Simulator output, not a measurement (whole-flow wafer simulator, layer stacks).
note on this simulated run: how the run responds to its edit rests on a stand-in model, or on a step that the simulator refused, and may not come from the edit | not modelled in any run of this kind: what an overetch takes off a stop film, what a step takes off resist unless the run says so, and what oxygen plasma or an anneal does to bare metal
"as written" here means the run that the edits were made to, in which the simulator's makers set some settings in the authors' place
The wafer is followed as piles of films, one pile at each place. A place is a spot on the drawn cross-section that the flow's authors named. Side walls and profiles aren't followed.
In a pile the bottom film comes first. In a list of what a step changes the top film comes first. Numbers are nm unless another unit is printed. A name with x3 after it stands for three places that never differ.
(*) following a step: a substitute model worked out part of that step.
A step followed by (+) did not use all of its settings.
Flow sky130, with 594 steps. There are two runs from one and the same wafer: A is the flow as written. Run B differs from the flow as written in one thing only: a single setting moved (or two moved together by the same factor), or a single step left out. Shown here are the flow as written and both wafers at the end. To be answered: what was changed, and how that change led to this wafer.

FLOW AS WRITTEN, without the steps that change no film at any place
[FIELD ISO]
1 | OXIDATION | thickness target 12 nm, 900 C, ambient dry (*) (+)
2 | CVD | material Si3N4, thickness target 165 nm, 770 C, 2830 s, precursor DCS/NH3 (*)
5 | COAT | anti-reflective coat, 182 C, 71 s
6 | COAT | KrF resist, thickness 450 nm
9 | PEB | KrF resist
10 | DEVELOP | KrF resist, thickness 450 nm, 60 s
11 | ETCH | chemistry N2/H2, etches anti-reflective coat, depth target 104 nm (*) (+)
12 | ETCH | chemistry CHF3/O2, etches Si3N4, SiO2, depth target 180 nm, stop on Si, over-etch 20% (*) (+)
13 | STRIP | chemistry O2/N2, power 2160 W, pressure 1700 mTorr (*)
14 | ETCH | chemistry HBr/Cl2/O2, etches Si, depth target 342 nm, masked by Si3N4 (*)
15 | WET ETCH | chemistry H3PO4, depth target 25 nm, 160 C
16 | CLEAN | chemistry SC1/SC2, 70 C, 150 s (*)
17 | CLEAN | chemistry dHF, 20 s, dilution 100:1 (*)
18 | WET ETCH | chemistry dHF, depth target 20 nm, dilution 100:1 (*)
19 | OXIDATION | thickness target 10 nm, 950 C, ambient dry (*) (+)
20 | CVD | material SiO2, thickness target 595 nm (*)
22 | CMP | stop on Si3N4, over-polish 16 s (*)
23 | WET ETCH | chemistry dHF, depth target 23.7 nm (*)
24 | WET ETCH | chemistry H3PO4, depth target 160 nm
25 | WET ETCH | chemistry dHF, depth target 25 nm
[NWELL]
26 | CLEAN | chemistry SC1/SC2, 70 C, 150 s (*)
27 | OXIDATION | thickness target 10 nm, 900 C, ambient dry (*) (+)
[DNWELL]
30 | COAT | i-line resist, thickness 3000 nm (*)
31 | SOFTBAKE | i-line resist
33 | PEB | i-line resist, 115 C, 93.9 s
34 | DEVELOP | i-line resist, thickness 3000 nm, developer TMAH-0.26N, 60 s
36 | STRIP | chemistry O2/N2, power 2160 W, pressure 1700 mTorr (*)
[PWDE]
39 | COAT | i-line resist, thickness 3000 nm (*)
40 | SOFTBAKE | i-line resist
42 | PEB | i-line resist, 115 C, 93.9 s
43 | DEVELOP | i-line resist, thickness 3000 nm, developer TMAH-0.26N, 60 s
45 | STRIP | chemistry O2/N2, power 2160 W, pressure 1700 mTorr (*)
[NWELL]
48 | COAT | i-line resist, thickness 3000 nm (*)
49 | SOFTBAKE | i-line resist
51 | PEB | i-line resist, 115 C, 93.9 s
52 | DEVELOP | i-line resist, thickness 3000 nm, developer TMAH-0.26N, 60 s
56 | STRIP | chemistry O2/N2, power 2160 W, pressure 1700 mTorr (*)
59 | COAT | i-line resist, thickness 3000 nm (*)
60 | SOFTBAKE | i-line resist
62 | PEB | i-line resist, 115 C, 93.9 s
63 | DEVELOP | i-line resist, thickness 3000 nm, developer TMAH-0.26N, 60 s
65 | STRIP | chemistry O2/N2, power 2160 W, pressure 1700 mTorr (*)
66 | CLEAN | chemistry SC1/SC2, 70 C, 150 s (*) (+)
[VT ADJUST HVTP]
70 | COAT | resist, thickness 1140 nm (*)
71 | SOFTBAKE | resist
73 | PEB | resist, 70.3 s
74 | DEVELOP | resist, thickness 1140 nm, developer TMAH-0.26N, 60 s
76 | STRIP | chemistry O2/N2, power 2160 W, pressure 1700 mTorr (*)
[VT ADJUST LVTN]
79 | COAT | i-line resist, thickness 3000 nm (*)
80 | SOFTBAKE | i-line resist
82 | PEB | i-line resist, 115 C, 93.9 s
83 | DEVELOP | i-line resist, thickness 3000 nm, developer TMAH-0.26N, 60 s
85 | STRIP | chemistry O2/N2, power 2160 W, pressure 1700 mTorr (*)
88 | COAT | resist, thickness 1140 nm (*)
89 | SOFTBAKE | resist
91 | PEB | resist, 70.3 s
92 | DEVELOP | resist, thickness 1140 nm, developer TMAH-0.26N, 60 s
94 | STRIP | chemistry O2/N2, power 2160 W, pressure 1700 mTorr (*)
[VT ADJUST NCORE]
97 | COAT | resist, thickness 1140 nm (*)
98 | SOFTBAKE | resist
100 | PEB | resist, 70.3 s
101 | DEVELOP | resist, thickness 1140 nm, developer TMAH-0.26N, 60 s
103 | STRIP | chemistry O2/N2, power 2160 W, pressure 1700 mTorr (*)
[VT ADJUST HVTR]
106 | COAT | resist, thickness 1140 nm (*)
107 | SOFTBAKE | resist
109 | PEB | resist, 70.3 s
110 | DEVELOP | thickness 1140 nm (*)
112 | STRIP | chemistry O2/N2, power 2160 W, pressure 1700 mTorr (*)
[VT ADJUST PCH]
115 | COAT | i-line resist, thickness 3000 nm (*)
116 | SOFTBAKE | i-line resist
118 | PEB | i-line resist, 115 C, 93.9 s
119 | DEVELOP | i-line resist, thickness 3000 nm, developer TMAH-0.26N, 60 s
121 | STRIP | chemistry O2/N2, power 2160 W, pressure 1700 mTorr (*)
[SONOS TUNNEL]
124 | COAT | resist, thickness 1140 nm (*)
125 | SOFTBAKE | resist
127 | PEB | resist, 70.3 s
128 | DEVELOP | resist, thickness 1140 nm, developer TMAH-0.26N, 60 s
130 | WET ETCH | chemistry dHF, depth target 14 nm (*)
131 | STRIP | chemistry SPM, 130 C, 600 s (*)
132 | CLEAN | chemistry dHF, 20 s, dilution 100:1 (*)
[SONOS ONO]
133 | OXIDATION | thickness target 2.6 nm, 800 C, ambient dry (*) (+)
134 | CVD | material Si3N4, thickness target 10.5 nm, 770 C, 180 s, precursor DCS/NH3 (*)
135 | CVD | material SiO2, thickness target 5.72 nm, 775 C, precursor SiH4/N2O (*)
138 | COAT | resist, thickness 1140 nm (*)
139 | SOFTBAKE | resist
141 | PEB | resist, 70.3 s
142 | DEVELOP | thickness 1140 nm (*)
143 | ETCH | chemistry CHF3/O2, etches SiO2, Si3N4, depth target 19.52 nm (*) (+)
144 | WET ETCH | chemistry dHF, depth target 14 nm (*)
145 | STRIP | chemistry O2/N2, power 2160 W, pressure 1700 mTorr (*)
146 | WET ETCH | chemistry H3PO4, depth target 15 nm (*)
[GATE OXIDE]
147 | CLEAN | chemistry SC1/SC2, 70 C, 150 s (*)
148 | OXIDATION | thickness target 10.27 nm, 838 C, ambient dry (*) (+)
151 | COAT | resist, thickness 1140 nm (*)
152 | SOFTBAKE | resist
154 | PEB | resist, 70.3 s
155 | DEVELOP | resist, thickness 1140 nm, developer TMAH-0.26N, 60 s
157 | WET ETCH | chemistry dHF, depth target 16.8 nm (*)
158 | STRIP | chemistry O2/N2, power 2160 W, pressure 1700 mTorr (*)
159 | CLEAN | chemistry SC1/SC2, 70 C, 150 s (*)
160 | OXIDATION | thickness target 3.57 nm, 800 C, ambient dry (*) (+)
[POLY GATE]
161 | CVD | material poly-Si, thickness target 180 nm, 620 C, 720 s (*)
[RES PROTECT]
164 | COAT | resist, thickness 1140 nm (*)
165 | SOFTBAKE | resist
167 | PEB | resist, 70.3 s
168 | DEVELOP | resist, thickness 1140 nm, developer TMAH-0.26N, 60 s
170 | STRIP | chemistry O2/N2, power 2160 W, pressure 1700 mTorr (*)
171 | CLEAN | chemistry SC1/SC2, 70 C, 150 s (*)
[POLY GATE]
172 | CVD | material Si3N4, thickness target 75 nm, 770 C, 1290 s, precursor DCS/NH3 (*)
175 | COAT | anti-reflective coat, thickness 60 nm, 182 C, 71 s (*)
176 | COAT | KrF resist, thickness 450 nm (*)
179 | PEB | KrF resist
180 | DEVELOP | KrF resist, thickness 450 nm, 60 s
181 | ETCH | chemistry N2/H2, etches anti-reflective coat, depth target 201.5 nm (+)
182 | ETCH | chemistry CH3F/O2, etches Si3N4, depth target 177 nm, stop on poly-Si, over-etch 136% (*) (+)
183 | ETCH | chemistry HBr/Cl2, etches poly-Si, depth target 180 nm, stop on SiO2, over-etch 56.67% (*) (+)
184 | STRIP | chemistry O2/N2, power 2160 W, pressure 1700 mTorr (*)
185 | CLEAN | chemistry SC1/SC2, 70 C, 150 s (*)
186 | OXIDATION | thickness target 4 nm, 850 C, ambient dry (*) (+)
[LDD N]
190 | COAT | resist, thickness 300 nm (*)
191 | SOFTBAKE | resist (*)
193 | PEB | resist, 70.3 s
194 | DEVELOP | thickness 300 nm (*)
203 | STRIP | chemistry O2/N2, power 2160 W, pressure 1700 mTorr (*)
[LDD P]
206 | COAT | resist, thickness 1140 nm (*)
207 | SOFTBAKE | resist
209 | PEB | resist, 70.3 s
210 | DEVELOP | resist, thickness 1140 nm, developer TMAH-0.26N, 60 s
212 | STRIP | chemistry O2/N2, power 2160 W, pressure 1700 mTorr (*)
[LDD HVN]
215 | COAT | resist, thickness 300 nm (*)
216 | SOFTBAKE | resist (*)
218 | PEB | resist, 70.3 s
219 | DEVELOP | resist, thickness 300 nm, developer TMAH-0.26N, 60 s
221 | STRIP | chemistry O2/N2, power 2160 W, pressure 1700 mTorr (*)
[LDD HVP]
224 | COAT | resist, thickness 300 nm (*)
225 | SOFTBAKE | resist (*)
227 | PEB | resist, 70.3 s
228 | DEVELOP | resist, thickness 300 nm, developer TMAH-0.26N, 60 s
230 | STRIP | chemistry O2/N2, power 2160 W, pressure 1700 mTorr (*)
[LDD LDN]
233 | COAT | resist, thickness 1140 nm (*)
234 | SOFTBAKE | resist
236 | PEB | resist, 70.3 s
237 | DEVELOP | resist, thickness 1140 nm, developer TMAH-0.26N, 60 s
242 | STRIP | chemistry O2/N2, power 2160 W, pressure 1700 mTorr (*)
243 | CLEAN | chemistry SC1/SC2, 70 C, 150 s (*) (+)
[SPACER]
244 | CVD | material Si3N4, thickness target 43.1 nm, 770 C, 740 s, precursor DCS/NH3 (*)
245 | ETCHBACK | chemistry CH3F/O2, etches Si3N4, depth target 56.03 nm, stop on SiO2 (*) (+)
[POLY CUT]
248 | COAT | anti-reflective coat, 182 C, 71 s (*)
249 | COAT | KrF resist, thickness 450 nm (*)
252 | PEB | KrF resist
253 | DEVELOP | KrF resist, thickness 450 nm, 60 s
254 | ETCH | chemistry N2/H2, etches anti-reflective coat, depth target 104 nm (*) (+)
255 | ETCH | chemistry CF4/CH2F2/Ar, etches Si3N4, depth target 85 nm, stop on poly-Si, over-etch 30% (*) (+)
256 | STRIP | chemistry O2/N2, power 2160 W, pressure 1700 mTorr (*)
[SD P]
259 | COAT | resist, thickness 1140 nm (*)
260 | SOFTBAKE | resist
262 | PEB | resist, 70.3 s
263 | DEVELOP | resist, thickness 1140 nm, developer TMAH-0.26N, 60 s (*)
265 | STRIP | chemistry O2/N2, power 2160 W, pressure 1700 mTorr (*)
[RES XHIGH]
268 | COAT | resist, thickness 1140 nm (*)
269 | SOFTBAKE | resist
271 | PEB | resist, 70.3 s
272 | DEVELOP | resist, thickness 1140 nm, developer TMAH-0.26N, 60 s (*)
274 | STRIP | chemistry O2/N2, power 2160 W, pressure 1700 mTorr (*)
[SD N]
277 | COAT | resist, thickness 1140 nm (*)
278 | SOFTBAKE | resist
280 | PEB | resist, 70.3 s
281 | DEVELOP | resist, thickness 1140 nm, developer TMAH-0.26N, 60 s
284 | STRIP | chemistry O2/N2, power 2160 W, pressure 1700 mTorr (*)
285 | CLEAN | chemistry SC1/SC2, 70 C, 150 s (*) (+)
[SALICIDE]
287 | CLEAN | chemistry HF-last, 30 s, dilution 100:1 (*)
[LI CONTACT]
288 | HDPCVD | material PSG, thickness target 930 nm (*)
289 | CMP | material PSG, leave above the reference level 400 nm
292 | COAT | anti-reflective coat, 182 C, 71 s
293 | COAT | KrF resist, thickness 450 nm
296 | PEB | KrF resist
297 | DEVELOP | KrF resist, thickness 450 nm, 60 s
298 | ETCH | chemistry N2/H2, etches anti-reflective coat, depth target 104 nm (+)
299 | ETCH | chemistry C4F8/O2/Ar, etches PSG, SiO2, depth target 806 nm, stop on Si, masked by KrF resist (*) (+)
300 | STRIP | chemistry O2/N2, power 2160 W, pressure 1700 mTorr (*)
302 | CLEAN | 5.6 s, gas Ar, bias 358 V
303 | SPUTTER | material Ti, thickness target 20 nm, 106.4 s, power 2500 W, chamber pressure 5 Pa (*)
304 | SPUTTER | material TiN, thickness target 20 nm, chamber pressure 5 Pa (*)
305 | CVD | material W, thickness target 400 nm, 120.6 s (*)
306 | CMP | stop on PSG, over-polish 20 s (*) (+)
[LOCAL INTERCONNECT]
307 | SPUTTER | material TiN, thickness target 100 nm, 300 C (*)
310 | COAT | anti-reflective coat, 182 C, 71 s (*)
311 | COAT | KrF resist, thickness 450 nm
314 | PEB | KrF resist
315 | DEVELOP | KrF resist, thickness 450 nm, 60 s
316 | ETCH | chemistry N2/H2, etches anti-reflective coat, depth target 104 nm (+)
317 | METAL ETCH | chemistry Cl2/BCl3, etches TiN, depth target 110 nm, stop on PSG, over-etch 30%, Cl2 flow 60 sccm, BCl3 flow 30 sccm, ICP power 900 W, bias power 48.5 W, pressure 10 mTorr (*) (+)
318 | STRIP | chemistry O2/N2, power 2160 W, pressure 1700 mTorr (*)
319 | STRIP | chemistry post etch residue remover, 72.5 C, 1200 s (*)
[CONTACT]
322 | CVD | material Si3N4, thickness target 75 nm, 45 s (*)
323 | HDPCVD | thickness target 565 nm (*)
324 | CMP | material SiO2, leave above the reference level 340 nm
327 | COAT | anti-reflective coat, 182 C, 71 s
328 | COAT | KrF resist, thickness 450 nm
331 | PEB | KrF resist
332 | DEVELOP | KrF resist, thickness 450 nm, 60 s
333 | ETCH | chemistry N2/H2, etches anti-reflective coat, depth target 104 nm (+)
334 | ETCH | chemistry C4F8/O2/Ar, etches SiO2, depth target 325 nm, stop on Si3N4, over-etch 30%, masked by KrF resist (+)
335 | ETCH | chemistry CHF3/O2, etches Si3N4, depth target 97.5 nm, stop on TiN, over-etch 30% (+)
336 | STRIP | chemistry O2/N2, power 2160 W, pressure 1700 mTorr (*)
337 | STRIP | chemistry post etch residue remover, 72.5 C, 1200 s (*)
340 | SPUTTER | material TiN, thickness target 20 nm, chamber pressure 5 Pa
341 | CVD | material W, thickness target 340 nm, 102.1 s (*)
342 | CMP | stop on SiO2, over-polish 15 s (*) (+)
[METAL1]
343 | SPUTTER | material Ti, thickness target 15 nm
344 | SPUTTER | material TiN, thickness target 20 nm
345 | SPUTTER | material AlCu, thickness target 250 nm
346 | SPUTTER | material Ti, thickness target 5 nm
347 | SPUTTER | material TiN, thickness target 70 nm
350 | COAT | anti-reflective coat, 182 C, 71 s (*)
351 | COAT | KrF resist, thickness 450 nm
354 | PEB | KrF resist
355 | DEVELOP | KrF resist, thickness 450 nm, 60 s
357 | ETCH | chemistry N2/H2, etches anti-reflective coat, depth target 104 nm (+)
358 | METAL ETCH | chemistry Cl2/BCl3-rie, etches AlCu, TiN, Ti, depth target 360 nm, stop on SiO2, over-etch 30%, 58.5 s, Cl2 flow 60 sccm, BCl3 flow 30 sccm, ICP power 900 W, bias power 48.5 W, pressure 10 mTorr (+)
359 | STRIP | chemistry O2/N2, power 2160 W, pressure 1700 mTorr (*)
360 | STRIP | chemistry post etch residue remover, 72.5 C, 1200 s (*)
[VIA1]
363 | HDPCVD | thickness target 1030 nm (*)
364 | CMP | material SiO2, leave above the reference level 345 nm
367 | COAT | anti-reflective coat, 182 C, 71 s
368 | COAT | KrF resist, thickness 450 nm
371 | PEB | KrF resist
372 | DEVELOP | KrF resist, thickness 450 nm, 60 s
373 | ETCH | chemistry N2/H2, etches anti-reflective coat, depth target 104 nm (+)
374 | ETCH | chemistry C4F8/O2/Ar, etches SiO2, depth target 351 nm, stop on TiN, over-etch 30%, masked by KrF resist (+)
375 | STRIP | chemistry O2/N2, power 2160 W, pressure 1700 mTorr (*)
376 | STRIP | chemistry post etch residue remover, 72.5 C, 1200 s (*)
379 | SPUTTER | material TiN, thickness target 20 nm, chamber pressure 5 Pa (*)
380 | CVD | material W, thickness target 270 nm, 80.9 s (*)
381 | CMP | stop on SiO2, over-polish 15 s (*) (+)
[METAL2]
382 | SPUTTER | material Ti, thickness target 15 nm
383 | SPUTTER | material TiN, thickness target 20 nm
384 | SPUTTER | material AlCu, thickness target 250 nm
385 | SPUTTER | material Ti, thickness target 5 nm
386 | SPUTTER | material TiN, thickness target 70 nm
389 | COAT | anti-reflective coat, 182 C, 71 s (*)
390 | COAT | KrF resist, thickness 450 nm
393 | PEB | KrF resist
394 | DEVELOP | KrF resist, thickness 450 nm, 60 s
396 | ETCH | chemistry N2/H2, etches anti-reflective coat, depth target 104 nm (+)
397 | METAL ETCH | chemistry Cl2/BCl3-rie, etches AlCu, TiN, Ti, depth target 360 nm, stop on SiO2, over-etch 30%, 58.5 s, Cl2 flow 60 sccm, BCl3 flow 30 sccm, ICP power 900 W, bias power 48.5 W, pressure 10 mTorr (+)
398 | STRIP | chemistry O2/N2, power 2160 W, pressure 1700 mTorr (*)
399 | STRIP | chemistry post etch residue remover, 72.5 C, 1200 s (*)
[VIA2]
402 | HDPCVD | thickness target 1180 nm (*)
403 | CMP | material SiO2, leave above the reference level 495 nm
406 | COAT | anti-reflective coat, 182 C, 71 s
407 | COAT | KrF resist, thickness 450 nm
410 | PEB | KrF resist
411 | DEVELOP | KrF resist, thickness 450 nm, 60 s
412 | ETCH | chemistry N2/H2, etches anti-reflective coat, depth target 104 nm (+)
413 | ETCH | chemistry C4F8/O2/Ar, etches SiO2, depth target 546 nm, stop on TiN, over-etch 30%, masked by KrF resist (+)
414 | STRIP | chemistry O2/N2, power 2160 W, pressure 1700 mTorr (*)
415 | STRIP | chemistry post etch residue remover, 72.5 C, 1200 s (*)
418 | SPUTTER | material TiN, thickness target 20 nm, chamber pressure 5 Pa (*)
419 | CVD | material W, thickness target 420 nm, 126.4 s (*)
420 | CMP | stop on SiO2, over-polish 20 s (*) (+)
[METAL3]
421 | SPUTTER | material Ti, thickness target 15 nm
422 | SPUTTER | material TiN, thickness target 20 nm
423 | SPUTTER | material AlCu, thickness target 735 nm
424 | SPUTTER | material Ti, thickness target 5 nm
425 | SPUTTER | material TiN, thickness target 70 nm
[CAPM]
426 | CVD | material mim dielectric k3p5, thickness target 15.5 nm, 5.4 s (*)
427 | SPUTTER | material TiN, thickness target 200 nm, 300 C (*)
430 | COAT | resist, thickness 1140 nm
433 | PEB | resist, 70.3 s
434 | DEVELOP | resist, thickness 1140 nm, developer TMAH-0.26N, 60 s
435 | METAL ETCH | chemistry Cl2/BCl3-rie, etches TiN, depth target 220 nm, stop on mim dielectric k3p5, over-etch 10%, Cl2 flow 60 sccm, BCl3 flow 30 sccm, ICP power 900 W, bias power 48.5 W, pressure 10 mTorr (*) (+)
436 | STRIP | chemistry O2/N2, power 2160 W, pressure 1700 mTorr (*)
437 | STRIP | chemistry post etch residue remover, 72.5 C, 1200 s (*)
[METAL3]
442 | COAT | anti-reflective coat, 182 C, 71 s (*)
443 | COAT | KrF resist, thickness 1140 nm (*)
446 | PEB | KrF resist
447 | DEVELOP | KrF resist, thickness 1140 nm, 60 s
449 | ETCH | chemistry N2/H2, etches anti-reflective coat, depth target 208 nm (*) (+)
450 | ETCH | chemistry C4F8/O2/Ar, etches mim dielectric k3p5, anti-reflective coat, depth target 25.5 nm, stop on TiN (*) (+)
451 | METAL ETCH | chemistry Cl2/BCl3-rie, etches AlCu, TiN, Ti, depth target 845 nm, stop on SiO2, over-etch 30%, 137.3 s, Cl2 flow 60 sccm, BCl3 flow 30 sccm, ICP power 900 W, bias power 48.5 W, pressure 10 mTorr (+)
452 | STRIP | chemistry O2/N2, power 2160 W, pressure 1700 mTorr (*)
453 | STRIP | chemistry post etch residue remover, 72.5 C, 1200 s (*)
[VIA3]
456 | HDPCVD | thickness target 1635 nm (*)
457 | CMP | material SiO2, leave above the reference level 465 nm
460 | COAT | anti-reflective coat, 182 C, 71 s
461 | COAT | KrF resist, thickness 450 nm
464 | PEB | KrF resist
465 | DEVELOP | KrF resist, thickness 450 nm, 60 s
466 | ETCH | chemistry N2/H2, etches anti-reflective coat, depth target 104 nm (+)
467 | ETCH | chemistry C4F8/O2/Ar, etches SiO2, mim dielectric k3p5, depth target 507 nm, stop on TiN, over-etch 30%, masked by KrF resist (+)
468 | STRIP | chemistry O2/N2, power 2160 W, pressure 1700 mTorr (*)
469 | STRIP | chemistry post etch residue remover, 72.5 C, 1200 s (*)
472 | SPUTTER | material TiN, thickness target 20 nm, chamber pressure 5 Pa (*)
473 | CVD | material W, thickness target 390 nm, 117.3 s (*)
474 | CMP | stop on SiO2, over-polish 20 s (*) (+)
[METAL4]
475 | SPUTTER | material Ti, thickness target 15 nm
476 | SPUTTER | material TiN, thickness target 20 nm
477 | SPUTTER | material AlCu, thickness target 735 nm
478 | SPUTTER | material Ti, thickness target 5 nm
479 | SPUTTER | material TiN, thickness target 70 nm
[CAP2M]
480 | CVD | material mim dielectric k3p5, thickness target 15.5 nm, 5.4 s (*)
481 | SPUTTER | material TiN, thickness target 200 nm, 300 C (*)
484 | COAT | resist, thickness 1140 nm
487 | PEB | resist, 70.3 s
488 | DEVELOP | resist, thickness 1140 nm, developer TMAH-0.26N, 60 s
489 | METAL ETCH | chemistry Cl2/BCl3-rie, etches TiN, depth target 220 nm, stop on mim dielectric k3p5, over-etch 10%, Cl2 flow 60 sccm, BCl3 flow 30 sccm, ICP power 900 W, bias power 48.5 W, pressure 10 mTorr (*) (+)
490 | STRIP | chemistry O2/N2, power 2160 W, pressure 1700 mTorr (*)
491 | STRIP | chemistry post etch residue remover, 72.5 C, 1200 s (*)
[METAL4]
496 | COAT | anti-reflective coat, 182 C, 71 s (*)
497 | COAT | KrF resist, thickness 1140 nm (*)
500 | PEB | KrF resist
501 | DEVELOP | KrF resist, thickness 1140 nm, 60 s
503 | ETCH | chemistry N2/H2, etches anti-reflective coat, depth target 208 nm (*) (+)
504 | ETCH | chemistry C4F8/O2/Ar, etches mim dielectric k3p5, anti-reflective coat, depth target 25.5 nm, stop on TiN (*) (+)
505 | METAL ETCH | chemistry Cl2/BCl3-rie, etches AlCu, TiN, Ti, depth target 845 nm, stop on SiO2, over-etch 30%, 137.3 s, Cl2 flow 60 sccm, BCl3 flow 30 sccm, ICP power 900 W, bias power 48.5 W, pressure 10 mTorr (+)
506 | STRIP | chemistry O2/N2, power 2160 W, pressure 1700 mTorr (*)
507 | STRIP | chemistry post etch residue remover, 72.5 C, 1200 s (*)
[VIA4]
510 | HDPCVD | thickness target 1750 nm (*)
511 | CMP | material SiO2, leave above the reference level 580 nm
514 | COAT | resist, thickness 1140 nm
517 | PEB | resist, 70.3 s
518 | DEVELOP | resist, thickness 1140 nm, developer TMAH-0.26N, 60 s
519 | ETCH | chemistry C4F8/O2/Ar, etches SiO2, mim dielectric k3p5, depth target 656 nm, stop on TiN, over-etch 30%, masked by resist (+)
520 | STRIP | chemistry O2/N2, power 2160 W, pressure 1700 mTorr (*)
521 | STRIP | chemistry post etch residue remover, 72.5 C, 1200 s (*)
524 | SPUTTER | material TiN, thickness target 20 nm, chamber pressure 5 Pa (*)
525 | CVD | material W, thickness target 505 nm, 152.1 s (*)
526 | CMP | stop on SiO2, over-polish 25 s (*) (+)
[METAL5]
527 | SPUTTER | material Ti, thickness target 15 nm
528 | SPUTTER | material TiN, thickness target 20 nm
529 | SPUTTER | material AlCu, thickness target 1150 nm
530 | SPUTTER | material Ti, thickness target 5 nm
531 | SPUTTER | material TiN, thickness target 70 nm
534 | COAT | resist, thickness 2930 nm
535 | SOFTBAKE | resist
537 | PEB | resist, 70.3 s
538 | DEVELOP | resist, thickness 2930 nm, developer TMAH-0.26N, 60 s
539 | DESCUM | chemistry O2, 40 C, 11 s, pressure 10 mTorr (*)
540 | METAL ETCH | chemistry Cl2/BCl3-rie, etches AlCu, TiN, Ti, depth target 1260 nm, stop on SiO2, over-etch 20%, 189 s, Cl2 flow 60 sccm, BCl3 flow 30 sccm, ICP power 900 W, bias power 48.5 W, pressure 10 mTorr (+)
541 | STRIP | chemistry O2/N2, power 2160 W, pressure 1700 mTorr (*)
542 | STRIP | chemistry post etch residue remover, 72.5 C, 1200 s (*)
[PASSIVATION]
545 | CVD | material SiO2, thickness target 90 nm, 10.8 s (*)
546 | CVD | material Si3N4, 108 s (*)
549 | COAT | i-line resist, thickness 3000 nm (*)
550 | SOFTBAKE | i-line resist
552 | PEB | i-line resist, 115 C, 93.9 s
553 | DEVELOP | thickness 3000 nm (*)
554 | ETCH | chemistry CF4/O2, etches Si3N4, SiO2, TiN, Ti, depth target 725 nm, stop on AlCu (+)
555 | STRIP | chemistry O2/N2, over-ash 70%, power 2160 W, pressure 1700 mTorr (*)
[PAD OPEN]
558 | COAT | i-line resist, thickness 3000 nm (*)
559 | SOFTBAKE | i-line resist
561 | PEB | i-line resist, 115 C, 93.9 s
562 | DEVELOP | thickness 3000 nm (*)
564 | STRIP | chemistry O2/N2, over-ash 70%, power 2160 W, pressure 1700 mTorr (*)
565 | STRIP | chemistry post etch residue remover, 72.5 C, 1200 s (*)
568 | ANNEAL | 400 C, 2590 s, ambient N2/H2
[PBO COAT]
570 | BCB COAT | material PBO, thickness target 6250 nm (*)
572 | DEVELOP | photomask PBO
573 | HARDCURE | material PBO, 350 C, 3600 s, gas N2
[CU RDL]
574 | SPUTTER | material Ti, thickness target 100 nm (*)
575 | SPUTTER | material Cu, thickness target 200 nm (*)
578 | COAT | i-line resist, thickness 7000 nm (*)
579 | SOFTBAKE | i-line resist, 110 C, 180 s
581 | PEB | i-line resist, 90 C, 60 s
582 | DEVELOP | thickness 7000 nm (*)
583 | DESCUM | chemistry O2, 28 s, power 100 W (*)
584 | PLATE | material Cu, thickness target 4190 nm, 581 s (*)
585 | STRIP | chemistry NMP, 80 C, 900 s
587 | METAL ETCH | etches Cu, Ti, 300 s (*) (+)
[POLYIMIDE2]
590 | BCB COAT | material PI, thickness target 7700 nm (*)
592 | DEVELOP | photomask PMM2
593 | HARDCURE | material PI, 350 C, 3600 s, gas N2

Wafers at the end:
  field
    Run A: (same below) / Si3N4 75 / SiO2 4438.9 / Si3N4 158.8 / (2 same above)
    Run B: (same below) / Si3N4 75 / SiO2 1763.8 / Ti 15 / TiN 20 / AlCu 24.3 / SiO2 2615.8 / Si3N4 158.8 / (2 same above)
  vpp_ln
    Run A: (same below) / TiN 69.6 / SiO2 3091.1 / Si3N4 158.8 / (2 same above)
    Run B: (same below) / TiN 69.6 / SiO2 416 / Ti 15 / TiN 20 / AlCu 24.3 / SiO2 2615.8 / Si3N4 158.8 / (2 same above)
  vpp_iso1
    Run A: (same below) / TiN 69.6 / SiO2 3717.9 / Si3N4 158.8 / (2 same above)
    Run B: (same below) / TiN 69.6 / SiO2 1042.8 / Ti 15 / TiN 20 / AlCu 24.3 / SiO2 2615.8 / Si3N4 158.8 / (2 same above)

Cause: step 451, METAL ETCH: depth target 600 nm was run, while the flow as written has depth target 845 nm; step 451, METAL ETCH: 97.5 s was run, where the flow has 137.3 s.

The path from the change to this, step by step:
  451 | METAL ETCH | chemistry Cl2/BCl3-rie, etches AlCu, TiN, Ti, depth target 845 nm, stop on SiO2, over-etch 30%, 137.3 s, Cl2 flow 60 sccm, BCl3 flow 30 sccm, ICP power 900 W, bias power 48.5 W, pressure 10 mTorr (+)
      field, gate, spacer and 68 more: A -70 TiN (all of it), -5 Ti (all of it), -735 AlCu (all of it), -20 TiN (all of it), -15 Ti (all of it), -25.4 SiO2 | B -70 TiN (all of it), -5 Ti (all of it), -705 AlCu
      active, vpp_ln, vpp_iso2 and 11 more: A -70 TiN (all of it), -5 Ti (all of it), -735 AlCu (all of it), -20 TiN (all of it), -15 Ti (all of it), -25.3 SiO2 | B -70 TiN (all of it), -5 Ti (all of it), -705 AlCu
      (also at 107 further places)
  452 | STRIP | chemistry O2/N2, power 2160 W, pressure 1700 mTorr (*)
      gate_hv, dice_street, pplus_nw and 73 more: A -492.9 KrF resist (all of it), -80 anti-reflective coat (all of it) | B -652.2 KrF resist (all of it), -80 anti-reflective coat (all of it)
      n_well, p_well, sd_n and 6 more: A -492.9 KrF resist (all of it), -80 anti-reflective coat (all of it) | B -652.1 KrF resist (all of it), -80 anti-reflective coat (all of it)
      (also at 22 further places)
  453 | STRIP | chemistry post etch residue remover, 72.5 C, 1200 s (*)
      field, active, gate and 82 more: A nothing | B -5.72 AlCu
  456 | HDPCVD | thickness target 1635 nm (*)
      field, active, gate and 82 more: A +1635 SiO2 | B +1635 SiO2 (new film)
  457 | CMP | material SiO2, leave above the reference level 465 nm
      field, active, gate and 82 more: A -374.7 SiO2 | B -459.3 SiO2
Taking metal films that touch as one body, field has 1 body; the flow as written gives 0 bodies.
Taking metal films that touch as one body, vpp_ln has 3 bodies (between them, from the top down: SiO2 416; SiO2 267.2); the flow as written gives 2 bodies (between them, from the top down: SiO2 267.2).
Taking metal films that touch as one body, vpp_iso1 has 2 bodies (between them, from the top down: SiO2 1042.8); the flow as written gives 1 body.
